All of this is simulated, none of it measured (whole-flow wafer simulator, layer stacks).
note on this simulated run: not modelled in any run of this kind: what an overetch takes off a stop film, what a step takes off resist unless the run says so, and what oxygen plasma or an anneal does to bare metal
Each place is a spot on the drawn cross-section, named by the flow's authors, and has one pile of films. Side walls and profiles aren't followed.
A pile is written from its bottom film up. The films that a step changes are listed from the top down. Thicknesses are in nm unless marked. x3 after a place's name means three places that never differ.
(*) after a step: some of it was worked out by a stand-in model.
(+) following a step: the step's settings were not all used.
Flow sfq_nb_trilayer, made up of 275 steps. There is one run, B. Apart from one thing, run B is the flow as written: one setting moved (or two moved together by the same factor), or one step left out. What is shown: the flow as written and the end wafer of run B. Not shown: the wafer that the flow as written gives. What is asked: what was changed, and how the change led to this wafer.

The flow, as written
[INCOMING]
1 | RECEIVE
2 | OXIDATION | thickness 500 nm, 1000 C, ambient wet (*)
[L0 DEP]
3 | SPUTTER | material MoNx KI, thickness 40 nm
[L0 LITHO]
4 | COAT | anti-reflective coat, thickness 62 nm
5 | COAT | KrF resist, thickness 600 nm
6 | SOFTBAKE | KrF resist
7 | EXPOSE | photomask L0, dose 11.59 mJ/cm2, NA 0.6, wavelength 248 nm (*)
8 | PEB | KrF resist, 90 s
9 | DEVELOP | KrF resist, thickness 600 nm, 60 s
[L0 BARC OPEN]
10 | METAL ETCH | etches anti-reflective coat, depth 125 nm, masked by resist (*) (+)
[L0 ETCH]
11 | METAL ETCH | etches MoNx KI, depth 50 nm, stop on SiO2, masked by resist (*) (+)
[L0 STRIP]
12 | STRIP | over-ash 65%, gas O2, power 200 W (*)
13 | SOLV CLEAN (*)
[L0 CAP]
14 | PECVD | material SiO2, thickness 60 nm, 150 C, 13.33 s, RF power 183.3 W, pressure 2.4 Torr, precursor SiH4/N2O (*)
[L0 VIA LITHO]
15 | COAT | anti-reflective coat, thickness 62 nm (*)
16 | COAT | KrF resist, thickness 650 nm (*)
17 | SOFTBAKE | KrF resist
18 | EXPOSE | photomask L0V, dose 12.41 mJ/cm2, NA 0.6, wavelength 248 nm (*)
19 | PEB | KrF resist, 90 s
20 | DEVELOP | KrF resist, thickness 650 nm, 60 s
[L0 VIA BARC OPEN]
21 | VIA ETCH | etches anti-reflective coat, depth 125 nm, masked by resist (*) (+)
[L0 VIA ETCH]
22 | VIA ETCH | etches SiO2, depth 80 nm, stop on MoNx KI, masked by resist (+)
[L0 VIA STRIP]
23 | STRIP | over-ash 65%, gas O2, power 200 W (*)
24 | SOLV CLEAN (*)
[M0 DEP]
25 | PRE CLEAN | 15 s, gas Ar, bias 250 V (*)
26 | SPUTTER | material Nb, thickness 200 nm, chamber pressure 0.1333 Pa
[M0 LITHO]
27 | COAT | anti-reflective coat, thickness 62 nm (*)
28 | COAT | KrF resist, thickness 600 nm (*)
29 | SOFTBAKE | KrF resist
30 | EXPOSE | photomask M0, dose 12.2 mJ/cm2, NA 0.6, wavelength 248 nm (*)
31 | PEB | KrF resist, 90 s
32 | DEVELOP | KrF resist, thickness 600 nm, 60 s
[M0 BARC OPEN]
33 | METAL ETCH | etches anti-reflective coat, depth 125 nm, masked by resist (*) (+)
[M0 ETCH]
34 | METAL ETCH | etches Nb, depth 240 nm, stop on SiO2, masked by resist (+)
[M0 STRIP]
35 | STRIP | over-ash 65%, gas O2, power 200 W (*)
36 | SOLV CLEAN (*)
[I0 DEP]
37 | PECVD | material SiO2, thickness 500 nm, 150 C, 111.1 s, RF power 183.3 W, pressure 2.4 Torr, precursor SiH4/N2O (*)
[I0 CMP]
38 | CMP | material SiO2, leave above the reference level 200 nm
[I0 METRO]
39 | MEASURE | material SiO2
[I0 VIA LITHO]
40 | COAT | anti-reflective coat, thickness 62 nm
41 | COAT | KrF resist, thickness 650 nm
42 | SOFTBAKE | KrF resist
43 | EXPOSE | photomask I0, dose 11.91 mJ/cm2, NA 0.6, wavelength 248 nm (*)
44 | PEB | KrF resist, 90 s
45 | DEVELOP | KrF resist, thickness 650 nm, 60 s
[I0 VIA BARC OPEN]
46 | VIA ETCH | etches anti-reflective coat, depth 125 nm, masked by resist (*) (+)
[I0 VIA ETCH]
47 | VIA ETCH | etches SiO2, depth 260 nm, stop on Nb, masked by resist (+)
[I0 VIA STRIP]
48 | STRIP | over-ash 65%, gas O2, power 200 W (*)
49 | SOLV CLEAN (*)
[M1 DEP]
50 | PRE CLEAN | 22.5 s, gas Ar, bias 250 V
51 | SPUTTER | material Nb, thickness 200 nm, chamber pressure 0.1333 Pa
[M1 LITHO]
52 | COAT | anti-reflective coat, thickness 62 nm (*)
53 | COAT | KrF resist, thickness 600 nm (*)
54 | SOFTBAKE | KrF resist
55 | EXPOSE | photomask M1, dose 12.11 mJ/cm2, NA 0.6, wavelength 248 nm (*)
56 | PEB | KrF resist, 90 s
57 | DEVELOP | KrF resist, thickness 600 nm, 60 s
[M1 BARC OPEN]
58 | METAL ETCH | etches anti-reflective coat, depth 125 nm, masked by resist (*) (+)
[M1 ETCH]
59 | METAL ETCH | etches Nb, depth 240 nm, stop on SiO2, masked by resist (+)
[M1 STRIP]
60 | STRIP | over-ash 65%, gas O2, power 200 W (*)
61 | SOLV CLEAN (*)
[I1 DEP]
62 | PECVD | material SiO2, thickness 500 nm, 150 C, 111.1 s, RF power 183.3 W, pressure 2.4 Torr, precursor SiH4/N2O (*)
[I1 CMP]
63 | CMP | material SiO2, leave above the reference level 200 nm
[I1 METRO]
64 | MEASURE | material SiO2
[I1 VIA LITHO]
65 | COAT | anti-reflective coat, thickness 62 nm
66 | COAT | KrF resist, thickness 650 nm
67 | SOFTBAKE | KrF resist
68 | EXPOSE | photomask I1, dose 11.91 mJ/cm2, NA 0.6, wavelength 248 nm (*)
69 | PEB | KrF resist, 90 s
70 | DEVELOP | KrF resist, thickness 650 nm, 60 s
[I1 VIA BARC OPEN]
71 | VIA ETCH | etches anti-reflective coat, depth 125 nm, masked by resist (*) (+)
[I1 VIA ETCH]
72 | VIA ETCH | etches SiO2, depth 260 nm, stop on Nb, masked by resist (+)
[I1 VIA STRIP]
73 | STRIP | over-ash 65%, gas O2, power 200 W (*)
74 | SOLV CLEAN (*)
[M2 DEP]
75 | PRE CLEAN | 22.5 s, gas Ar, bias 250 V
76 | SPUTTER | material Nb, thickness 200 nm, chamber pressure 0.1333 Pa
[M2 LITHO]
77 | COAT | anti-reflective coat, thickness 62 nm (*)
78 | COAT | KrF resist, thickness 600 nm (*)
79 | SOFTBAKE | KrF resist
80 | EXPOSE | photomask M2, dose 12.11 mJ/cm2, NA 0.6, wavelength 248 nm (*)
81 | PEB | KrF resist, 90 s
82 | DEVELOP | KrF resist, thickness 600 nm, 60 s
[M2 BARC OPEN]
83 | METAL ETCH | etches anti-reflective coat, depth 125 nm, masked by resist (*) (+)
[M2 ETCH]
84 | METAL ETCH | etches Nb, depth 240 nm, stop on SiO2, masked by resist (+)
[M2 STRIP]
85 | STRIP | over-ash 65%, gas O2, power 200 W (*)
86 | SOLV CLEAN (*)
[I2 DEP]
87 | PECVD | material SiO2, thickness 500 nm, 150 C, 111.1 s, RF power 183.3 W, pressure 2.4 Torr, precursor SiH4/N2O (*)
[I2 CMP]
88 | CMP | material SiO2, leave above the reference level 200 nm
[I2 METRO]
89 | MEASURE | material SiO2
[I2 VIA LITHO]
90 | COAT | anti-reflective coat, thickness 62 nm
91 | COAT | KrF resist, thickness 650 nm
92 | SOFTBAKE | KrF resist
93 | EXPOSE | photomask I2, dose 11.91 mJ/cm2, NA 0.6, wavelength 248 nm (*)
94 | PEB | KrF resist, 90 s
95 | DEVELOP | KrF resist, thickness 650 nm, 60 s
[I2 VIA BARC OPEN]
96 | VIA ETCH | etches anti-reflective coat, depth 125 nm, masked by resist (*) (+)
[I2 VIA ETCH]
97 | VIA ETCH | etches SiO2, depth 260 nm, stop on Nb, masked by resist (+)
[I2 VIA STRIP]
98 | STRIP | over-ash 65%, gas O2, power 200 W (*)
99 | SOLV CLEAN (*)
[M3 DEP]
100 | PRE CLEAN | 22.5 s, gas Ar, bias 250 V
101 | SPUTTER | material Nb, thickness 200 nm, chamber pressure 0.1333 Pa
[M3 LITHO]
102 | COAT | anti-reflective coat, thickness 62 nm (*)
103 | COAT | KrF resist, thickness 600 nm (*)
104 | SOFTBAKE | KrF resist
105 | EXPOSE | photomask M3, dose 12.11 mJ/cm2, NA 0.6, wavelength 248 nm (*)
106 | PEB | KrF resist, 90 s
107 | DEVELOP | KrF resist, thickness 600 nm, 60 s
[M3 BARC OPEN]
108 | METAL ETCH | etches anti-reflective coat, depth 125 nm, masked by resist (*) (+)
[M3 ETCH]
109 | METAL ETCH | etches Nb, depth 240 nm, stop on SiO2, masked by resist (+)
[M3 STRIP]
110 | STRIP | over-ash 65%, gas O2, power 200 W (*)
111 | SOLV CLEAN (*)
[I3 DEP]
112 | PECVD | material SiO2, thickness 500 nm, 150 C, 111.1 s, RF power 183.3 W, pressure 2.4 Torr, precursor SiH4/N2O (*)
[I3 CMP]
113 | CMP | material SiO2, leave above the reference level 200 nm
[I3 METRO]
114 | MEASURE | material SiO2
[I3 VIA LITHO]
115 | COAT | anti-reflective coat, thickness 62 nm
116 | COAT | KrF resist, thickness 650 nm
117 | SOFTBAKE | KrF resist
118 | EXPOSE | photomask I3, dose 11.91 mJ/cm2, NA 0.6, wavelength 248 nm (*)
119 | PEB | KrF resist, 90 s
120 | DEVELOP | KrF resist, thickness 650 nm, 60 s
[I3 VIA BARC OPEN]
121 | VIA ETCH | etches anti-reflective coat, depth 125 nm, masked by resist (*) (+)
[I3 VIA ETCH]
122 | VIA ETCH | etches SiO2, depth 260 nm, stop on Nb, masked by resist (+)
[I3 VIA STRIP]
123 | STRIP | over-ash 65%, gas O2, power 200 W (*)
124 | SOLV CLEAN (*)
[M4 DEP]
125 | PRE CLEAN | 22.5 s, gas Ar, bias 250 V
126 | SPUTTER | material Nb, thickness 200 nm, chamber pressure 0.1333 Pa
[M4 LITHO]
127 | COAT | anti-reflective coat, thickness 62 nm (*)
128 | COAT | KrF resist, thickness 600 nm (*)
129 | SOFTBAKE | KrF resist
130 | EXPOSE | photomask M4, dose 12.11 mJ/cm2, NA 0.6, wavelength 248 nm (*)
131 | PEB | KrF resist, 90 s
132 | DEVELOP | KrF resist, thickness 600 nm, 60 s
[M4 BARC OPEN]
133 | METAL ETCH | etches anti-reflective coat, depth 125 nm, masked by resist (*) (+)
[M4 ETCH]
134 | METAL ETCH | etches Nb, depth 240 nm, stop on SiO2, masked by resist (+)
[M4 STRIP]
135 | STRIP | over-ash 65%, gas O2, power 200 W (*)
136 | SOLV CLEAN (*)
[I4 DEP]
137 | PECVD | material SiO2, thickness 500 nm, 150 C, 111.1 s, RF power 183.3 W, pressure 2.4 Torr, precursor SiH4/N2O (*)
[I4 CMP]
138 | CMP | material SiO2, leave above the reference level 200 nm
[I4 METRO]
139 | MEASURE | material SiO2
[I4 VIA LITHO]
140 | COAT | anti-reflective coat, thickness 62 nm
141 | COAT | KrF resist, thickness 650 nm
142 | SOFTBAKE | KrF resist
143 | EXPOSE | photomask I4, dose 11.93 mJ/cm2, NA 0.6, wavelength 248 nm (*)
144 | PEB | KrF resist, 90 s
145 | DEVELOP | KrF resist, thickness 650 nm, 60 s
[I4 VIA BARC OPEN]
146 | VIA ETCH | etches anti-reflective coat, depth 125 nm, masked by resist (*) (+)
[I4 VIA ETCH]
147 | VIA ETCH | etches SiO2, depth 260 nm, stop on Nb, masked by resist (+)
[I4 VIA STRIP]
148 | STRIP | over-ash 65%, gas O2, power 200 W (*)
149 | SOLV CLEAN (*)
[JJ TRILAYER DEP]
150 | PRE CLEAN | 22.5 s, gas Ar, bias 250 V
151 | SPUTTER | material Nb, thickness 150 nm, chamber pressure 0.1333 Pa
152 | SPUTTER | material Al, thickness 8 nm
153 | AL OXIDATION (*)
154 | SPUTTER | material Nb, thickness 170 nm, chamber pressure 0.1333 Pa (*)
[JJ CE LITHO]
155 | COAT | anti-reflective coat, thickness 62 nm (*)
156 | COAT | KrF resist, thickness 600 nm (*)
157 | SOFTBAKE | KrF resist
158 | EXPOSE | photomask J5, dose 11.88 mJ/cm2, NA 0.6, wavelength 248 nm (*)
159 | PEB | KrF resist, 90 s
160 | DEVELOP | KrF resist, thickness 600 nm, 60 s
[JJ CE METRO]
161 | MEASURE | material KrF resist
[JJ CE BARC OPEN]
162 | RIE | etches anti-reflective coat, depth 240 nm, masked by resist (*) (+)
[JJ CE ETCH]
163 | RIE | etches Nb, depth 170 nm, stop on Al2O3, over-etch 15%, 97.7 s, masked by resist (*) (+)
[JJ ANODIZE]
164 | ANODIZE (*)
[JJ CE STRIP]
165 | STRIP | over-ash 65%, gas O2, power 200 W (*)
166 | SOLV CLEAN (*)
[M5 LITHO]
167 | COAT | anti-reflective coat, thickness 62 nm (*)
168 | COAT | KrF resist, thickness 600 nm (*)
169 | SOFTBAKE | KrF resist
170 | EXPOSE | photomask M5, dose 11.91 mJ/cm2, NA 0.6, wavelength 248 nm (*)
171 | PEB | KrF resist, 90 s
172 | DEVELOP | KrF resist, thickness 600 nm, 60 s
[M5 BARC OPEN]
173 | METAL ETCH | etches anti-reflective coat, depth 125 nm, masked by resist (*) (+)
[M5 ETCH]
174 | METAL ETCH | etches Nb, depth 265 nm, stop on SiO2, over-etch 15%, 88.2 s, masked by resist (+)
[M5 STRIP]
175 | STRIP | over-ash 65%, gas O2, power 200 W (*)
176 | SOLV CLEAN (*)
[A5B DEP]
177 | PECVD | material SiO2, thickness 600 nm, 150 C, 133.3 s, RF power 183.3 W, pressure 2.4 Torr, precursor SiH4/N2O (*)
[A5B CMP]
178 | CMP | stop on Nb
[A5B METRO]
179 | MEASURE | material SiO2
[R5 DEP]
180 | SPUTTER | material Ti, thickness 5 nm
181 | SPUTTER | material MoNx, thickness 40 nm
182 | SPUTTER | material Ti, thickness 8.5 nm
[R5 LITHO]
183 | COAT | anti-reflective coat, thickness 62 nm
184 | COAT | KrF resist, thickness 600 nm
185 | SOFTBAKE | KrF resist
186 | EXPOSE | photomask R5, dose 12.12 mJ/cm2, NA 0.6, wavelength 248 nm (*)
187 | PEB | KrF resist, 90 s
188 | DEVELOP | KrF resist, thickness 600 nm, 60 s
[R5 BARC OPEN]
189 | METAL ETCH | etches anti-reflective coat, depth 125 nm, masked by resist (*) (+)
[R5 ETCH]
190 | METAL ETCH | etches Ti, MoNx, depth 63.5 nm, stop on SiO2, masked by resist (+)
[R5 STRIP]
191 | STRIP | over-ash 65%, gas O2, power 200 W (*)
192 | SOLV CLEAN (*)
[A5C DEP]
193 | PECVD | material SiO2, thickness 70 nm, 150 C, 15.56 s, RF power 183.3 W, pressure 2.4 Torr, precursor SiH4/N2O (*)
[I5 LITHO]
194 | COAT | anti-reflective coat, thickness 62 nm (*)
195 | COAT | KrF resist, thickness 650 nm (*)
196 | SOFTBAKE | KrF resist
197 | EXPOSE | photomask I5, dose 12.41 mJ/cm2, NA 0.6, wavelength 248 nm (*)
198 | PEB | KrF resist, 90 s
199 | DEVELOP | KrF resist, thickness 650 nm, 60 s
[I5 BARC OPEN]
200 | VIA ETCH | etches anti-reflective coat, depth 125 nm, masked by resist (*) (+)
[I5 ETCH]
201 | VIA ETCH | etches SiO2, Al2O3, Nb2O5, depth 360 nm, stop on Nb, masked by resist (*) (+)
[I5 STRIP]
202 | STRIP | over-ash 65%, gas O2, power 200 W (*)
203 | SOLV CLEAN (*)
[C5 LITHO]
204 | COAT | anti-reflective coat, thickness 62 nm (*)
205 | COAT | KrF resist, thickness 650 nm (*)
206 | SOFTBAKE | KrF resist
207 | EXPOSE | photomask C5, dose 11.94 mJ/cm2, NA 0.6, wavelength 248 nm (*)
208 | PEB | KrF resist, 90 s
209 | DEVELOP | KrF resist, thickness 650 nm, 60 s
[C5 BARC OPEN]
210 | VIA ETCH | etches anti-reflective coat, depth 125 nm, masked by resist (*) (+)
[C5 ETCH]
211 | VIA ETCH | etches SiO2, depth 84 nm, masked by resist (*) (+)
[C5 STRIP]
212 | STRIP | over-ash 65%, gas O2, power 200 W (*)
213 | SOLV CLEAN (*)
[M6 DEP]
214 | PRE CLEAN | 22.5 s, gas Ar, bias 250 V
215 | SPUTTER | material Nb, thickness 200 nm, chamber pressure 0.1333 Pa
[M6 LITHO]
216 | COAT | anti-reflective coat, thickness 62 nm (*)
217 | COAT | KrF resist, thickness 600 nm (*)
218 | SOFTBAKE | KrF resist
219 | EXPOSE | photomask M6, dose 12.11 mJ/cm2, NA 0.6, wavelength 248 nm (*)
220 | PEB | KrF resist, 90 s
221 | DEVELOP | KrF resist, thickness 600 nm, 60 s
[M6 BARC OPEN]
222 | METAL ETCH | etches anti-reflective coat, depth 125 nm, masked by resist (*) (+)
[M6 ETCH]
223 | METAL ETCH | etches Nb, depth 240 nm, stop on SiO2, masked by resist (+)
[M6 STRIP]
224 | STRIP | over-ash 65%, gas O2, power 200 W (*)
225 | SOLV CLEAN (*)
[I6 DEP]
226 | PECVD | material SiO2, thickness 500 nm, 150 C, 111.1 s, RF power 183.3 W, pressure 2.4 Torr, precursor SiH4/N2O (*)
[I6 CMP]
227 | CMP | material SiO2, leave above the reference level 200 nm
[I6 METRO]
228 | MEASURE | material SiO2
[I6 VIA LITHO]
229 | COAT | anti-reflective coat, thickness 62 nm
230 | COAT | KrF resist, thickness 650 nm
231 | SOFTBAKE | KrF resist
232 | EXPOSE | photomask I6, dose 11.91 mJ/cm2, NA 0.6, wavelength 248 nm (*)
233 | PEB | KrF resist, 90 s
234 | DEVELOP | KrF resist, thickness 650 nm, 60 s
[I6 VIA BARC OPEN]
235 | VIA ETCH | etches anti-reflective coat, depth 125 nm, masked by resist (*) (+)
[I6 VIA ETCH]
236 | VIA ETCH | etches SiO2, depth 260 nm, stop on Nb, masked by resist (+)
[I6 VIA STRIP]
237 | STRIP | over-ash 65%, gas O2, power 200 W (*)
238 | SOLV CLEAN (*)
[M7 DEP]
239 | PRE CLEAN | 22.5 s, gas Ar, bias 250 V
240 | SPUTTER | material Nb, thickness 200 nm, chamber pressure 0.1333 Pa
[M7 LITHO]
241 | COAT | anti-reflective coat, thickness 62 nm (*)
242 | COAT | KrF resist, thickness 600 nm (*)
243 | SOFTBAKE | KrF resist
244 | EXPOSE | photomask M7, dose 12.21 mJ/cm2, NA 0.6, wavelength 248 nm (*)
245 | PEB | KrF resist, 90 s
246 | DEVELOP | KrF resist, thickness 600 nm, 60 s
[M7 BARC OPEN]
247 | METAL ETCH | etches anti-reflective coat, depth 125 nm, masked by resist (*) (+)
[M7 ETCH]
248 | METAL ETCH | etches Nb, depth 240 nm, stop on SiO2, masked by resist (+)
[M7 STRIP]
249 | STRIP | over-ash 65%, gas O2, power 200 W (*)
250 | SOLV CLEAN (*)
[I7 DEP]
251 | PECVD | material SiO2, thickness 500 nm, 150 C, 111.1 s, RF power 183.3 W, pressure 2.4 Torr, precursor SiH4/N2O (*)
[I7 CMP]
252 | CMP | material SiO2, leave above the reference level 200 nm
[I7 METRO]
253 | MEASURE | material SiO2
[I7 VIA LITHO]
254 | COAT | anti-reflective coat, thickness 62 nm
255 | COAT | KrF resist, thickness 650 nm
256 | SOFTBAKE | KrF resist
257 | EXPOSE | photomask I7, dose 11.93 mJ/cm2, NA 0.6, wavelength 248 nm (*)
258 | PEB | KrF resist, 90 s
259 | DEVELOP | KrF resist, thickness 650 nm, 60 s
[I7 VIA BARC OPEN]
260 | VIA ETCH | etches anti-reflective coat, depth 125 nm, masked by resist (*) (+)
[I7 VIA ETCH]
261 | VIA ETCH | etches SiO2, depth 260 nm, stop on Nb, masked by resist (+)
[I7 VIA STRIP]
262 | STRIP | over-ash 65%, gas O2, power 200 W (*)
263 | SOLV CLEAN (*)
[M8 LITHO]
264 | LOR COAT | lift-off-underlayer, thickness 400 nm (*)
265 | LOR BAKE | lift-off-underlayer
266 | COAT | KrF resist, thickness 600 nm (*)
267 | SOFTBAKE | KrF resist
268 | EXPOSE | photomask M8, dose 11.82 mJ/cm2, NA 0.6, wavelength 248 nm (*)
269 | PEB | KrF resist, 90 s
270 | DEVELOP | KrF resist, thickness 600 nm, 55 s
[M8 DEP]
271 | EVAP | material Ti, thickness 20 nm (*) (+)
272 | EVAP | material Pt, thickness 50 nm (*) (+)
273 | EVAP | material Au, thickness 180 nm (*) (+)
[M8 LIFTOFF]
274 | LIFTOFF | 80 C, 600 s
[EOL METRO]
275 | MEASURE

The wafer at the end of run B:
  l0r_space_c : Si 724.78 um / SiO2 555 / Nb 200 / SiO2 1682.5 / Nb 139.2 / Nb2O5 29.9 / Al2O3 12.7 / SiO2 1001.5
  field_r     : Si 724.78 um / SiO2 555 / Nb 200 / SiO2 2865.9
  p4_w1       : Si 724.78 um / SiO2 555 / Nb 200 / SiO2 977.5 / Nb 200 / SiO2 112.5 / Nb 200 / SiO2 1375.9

What caused this: step 113, CMP: leave above the reference level 120 nm was run, whereas the flow has leave above the reference level 200 nm.

Step by step, how the change led to this:
  113 | CMP | material SiO2, leave above the reference level 200 nm
      field_l, be, be_sur and 64 more: SiO2 loses 180 (it would be, as written: SiO2 loses 100)
      v_sur, via_wl, via_wr and 27 more: SiO2 loses 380 (it would be, as written: SiO2 loses 300)
      (and at 9 other places as well)
  122 | VIA ETCH | etches SiO2, depth 260 nm, stop on Nb, masked by resist (+)
      field_l, v_sur, via_wl and 102 more: KrF resist loses 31 (it would be, as written: KrF resist loses 44.8)
      via_v: SiO2 loses 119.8 (all of it) (it would be, as written: SiO2 loses 199.8 (all of it))
  123 | STRIP | over-ash 65%, gas O2, power 200 W (*)
      field_l, v_sur, via_wl and 102 more: KrF resist loses 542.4 (all of it), anti-reflective coat loses 62 (all of it) (it would be, as written: KrF resist loses 528.6 (all of it), anti-reflective coat loses 62 (all of it))
  126 | SPUTTER | material Nb, thickness 200 nm, chamber pressure 0.1333 Pa
      via_v: Nb gains 183.3 (it would be, as written: Nb gains 165.5)
  127 | COAT | anti-reflective coat, thickness 62 nm (*)
      via_sp: anti-reflective coat gains 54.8 (new film) (it would be, as written: anti-reflective coat gains 53 (new film))
      via_v: anti-reflective coat gains 106.3 (new film) (it would be, as written: anti-reflective coat gains 124.8 (new film))
      (and at 1 other place as well)
  128 | COAT | KrF resist, thickness 600 nm (*)
      via_v: KrF resist gains 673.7 (new film) (it would be, as written: KrF resist gains 739.8 (new film))
  135 | STRIP | over-ash 65%, gas O2, power 200 W (*)
      via_sp: KrF resist loses 379.2 (all of it), anti-reflective coat loses 54.8 (all of it) (it would be, as written: KrF resist loses 373.9 (all of it), anti-reflective coat loses 53 (all of it))
      via_v: KrF resist loses 455.9 (all of it), anti-reflective coat loses 106.3 (all of it) (it would be, as written: KrF resist loses 521.8 (all of it), anti-reflective coat loses 124.8 (all of it))
      (and at 1 other place as well)
  137 | PECVD | material SiO2, thickness 500 nm, 150 C, 111.1 s, RF power 183.3 W, pressure 2.4 Torr, precursor SiH4/N2O (*)
      via_v: SiO2 gains 500 (new film) (it would be, as written: SiO2 gains 615 (new film))
  138 | CMP | material SiO2, leave above the reference level 200 nm
      via_v: SiO2 loses 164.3 (it would be, as written: SiO2 loses 181.6)
